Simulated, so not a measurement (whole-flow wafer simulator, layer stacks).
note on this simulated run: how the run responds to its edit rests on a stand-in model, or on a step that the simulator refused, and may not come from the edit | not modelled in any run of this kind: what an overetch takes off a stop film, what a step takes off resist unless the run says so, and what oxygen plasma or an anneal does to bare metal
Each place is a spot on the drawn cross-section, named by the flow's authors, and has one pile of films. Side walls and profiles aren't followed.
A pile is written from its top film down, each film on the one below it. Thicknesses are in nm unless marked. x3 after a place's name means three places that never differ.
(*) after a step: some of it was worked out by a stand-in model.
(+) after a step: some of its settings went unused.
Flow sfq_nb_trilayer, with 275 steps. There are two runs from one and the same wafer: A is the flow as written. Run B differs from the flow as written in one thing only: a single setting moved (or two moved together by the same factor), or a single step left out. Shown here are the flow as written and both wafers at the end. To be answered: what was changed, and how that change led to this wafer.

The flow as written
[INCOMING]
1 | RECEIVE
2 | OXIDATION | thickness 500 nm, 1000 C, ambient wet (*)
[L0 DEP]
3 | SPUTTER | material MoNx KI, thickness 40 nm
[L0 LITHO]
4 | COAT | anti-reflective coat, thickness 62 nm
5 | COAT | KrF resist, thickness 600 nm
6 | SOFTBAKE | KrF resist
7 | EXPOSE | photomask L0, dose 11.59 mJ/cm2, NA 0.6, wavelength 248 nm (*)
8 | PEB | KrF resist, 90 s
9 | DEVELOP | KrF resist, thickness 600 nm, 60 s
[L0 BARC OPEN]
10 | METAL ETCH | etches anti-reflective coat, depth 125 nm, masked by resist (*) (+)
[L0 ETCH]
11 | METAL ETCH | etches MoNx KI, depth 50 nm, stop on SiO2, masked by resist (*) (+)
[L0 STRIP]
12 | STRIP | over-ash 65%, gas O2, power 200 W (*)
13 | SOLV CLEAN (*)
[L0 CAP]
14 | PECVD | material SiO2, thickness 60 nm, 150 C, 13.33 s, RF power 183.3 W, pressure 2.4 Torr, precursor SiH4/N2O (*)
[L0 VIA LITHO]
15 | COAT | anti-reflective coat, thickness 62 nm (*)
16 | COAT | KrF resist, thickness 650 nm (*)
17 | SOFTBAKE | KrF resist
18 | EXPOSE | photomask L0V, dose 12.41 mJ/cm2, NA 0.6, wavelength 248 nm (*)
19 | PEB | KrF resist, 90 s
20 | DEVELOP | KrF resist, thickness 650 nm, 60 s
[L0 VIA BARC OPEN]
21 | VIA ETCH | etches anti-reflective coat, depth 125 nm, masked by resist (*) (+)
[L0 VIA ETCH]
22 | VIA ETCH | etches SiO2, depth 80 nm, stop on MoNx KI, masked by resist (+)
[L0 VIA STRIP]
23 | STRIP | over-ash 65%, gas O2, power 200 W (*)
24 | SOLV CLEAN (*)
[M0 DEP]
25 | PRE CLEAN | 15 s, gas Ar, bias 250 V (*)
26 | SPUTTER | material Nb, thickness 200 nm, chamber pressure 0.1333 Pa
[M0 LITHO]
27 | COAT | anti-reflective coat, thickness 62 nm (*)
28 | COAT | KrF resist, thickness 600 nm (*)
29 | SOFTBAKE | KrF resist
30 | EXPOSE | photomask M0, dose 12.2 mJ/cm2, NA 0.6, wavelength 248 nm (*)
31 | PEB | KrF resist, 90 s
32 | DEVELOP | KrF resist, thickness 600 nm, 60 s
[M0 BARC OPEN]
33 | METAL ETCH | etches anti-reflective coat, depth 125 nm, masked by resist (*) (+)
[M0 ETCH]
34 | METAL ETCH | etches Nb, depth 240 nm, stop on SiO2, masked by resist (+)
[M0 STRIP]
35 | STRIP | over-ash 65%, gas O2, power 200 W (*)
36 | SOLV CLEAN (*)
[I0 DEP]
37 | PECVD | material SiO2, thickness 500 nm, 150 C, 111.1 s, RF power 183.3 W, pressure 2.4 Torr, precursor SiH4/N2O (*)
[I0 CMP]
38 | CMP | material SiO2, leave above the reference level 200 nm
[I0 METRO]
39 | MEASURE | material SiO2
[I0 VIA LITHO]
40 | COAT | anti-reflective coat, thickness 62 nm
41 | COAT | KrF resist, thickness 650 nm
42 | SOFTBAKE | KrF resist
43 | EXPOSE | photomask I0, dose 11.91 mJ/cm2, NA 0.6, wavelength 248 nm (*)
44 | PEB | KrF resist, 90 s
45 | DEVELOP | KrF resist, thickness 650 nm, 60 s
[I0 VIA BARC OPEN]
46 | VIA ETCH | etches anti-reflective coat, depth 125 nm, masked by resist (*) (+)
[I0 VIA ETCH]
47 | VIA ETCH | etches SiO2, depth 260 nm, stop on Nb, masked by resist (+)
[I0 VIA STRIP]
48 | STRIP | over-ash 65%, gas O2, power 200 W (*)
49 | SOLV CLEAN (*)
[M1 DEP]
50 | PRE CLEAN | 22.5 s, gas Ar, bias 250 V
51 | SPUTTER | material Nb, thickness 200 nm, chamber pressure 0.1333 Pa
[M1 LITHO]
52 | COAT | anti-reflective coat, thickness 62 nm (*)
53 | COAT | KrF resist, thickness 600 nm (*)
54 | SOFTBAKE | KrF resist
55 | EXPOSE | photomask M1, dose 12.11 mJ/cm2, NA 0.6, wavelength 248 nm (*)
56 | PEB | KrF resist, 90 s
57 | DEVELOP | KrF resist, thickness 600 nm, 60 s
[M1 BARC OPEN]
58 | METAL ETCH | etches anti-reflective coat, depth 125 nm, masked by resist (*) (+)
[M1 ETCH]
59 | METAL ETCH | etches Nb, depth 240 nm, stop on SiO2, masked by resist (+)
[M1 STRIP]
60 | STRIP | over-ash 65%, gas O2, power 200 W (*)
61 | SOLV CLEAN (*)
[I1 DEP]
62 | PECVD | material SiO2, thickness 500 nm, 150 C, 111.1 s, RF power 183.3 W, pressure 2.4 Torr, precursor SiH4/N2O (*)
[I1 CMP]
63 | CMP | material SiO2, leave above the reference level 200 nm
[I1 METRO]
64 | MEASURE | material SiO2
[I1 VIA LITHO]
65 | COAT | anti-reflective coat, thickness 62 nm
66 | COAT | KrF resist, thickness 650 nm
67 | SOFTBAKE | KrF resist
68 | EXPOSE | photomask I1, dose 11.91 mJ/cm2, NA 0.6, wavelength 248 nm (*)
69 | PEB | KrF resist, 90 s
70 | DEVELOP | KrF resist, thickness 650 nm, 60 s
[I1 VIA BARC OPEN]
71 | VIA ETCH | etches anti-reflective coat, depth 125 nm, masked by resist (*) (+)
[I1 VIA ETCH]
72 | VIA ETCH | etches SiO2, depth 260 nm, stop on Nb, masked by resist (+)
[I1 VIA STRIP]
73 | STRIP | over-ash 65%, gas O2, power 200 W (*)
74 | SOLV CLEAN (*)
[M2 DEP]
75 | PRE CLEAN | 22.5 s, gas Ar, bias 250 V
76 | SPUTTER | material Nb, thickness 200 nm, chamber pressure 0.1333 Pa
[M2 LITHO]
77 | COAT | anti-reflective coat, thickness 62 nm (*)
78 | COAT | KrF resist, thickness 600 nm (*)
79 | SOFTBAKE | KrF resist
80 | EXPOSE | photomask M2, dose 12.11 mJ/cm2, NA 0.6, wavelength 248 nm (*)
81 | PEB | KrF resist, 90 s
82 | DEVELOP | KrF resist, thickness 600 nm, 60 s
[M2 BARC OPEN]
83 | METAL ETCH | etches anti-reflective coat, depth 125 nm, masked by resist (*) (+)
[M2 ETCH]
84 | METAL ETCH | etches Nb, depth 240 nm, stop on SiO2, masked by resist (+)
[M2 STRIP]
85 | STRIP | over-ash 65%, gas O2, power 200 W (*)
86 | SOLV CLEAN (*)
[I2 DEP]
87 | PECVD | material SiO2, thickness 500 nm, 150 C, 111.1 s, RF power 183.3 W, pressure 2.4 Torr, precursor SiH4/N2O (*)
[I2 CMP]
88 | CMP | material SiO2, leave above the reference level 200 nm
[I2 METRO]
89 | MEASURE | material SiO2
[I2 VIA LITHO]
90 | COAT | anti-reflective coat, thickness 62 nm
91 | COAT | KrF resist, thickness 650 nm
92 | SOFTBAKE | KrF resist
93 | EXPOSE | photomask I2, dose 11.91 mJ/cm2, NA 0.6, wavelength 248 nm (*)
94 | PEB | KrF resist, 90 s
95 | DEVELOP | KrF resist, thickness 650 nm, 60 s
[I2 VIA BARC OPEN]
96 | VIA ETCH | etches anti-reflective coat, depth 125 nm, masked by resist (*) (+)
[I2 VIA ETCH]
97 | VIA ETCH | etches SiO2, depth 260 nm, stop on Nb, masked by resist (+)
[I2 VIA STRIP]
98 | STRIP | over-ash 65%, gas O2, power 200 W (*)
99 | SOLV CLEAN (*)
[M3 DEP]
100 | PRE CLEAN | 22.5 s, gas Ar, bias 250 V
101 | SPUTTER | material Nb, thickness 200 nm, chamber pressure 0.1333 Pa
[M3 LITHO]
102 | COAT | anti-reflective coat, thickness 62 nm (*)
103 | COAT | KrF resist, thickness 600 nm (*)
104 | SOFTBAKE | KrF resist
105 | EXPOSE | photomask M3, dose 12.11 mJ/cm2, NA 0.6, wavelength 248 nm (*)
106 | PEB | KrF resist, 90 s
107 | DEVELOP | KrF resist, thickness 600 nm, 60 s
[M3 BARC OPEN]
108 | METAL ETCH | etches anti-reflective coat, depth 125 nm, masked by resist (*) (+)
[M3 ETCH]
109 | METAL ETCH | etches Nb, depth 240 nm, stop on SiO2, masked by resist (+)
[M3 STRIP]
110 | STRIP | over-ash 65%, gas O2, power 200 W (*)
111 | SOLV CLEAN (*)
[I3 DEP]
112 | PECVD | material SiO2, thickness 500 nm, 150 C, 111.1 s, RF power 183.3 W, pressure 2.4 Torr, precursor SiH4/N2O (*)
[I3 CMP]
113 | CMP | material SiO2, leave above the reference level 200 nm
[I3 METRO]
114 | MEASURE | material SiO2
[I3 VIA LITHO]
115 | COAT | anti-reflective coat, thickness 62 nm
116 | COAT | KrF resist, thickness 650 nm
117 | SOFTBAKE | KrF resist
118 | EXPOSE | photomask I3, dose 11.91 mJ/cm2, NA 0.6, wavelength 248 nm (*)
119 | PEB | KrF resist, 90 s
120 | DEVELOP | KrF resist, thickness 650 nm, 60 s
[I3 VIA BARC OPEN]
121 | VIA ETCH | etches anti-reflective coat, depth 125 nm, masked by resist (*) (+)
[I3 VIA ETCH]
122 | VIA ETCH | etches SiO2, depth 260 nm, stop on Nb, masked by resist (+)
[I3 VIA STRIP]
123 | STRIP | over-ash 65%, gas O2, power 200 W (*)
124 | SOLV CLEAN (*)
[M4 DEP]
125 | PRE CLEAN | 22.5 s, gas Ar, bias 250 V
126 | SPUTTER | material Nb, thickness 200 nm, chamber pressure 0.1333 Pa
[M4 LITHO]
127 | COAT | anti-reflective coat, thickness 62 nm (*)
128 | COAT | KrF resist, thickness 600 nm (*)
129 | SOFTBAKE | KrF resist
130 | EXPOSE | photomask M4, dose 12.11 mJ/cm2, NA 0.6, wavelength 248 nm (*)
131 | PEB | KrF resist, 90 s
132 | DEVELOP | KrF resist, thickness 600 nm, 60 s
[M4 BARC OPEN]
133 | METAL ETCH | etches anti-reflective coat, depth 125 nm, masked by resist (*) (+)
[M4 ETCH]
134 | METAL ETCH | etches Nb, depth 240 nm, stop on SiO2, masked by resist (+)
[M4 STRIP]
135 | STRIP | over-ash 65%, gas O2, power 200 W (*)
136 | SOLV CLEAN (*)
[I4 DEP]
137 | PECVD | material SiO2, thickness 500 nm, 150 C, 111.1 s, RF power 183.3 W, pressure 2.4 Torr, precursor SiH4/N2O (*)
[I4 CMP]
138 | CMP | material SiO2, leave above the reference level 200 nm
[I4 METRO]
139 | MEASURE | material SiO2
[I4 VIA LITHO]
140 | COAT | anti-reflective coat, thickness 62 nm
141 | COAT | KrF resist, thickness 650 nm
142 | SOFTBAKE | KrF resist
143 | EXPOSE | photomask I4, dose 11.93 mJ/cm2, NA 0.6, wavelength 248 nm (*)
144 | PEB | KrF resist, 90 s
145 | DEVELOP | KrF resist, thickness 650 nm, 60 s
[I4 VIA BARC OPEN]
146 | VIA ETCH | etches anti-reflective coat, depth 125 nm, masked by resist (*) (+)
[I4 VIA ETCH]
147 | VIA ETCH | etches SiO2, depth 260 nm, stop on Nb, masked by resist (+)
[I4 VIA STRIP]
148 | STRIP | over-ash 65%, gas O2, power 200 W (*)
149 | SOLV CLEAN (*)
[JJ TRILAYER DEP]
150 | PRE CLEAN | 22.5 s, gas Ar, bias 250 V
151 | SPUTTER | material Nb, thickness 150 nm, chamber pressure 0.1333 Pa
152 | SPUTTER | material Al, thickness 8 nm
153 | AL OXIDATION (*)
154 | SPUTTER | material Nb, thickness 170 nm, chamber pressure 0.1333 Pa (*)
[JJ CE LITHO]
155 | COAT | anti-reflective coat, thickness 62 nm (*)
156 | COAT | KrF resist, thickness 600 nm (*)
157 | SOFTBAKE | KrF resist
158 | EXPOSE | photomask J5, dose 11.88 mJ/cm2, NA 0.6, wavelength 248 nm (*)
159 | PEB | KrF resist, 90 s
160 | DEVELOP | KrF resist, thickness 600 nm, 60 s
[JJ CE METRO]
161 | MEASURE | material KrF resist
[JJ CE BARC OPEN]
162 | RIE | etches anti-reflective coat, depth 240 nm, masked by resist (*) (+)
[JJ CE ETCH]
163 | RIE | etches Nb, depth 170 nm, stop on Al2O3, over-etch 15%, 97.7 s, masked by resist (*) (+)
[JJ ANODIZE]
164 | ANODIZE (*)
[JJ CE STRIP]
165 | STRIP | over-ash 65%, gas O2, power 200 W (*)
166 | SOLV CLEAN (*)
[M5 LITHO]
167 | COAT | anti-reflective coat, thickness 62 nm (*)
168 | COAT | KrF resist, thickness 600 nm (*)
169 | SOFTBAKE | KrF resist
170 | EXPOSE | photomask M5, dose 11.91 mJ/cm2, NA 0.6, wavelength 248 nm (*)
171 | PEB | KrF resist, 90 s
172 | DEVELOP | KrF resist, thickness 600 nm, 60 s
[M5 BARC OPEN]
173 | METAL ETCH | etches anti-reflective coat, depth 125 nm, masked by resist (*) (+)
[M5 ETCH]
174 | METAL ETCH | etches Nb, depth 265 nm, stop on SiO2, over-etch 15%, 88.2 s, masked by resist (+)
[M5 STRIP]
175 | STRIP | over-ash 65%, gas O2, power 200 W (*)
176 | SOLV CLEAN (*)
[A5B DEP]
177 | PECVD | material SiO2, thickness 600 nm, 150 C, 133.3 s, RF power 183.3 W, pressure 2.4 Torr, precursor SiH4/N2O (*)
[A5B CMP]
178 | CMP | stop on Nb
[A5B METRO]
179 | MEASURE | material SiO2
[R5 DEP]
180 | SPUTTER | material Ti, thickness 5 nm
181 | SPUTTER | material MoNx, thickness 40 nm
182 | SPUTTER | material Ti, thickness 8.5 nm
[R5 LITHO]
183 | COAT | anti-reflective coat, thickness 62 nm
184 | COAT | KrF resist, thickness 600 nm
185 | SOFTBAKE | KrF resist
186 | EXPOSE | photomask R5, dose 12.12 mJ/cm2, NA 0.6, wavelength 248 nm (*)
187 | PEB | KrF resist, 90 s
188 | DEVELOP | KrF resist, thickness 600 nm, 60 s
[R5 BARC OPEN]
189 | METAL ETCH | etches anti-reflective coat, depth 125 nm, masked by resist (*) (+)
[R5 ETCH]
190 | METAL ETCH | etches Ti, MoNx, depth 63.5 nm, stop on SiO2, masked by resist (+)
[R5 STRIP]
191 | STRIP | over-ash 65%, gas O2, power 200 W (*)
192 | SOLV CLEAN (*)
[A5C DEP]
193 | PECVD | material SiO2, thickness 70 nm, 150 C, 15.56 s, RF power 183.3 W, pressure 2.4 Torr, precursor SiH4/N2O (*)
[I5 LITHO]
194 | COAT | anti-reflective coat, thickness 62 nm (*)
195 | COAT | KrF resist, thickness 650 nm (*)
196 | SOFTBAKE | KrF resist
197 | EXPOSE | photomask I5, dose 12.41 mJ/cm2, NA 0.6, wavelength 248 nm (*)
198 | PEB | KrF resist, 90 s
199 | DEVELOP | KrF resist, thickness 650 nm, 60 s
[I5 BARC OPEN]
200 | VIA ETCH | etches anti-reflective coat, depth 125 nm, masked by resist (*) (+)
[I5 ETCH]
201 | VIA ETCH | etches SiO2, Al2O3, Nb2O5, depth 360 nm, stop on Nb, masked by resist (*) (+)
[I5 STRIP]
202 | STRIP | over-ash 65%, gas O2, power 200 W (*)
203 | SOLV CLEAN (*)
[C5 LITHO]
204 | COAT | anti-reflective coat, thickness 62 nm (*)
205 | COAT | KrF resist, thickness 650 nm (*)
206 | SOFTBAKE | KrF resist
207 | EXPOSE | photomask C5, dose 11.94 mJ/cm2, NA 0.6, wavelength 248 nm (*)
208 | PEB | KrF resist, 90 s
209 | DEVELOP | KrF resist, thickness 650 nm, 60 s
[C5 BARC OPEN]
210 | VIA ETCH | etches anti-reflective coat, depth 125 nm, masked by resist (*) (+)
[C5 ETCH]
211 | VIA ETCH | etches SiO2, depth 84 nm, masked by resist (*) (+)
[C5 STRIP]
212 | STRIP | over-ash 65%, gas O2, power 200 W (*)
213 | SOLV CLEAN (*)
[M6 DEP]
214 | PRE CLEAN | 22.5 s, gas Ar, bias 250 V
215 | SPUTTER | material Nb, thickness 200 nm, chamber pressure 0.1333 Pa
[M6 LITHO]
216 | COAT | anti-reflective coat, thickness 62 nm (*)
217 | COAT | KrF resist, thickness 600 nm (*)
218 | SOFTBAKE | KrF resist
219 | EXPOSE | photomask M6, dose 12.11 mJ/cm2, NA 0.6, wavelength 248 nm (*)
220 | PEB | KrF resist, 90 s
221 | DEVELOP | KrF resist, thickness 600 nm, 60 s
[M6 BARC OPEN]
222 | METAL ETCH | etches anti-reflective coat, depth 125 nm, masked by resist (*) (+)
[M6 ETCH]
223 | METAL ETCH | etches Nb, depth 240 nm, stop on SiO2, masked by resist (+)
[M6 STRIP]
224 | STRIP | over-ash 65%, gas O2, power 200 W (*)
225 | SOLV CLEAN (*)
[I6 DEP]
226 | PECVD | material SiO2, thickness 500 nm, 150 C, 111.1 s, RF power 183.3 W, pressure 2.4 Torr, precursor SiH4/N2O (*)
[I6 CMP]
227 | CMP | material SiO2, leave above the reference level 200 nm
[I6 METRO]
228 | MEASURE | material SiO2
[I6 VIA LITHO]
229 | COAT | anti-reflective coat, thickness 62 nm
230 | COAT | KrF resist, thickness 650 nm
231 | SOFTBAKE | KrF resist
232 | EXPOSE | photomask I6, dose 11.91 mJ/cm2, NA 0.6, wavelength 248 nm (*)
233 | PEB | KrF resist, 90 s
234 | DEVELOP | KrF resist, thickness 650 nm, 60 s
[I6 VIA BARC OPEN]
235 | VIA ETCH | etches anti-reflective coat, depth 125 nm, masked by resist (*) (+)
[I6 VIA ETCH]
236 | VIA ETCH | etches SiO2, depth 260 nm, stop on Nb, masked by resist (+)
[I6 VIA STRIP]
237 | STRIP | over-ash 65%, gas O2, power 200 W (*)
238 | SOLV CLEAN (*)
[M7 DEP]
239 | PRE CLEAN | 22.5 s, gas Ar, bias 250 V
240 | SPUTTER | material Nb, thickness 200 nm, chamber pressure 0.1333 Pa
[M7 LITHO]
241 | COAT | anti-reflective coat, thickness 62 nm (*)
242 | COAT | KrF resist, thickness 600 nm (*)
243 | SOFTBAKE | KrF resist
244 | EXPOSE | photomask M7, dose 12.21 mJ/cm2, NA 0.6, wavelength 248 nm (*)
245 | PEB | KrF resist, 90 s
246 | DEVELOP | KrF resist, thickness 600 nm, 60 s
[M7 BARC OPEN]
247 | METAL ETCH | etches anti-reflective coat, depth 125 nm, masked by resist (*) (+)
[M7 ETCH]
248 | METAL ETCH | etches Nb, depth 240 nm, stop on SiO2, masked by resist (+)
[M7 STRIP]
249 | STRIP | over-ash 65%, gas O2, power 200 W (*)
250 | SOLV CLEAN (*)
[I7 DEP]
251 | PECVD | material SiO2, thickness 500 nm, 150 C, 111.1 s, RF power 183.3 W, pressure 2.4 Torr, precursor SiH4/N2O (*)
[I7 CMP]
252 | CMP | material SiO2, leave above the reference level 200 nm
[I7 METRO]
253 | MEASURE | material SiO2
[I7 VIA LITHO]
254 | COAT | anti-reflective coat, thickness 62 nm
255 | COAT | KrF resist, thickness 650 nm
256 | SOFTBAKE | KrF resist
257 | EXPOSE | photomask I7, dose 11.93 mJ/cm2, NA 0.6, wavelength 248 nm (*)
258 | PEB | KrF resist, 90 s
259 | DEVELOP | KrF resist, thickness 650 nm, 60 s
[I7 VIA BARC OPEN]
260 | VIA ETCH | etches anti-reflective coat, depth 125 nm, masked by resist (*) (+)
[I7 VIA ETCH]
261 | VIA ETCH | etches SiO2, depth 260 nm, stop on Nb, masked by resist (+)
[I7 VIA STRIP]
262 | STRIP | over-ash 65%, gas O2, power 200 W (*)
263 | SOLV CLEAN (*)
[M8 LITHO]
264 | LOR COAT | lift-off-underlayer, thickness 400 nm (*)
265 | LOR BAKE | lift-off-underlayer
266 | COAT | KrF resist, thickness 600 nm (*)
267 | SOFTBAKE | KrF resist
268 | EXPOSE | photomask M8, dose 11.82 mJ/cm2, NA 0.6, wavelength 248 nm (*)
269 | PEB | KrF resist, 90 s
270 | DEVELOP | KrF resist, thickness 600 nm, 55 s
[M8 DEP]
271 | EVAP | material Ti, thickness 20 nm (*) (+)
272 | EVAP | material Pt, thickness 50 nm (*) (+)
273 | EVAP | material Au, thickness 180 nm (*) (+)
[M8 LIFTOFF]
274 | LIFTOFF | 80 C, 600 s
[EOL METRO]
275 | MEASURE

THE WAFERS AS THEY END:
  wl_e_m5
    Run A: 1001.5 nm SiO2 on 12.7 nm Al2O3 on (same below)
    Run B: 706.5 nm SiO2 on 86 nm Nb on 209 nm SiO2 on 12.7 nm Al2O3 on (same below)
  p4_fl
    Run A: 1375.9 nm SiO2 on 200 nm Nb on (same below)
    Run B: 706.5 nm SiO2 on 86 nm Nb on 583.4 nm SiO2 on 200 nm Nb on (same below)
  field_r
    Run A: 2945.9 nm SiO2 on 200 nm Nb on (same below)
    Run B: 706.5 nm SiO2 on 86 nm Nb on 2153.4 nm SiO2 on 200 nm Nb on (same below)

Cause: step 223, METAL ETCH: depth 114 nm was run, though the flow has depth 240 nm.

Step by step, how the change led to this:
  223 | METAL ETCH | etches Nb, depth 240 nm, stop on SiO2, masked by resist (+)
      field_l, gap, moat and 76 more: A Nb loses 200 (all of it) | B Nb loses 114
      v_sur, via_wl, via_w and 24 more: A KrF resist loses 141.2 | B KrF resist loses 67.1
  224 | STRIP | over-ash 65%, gas O2, power 200 W (*)
      wl_j_sl, wl_j_sr: A KrF resist loses 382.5 (all of it), anti-reflective coat loses 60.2 (all of it) | B KrF resist loses 456.6 (all of it), anti-reflective coat loses 60.2 (all of it)
      wl_c_m6, wl_f_m6: A KrF resist loses 382.3 (all of it), anti-reflective coat loses 62 (all of it) | B KrF resist loses 456.4 (all of it), anti-reflective coat loses 62 (all of it)
      (as well as at 23 more places)
  226 | PECVD | material SiO2, thickness 500 nm, 150 C, 111.1 s, RF power 183.3 W, pressure 2.4 Torr, precursor SiH4/N2O (*)
      field_l, p4_fl, p4_fm and 62 more: A SiO2 gains 500 | B SiO2 gains 500 (new film)
      moat, field_r, lsp_l, ln_m5, lsp_m: A SiO2 gains 493.6 | B SiO2 gains 500 (new film)
      (as well as at 9 more places)
  227 | CMP | material SiO2, leave above the reference level 200 nm
      field_l, p4_fl, p4_fm and 59 more: A SiO2 loses 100 | B SiO2 loses 186
      moat, field_r, lsp_l, ln_m5, lsp_m: A SiO2 loses 93.6 | B SiO2 loses 186
      (as well as at 12 more places)
Taking metal films that touch as one body, wl_e_m5 has 7 bodies (between them, from the top down: SiO2 209 / Al2O3 12.7 / Nb2O5 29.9; SiO2 192.5; SiO2 192.5; SiO2 192.5; SiO2 192.5; SiO2 192.5); the flow as written gives 6 bodies (between them, from the top down: SiO2 192.5; SiO2 192.5; SiO2 192.5; SiO2 192.5; SiO2 192.5).
Taking metal films that touch as one body, p4_fl has 3 bodies (between them, from the top down: SiO2 583.4; SiO2 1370); the flow as written gives 2 bodies (between them, from the top down: SiO2 1370).
Taking metal films that touch as one body, field_r has 2 bodies (between them, from the top down: SiO2 2153.4); the flow as written gives 1 body.
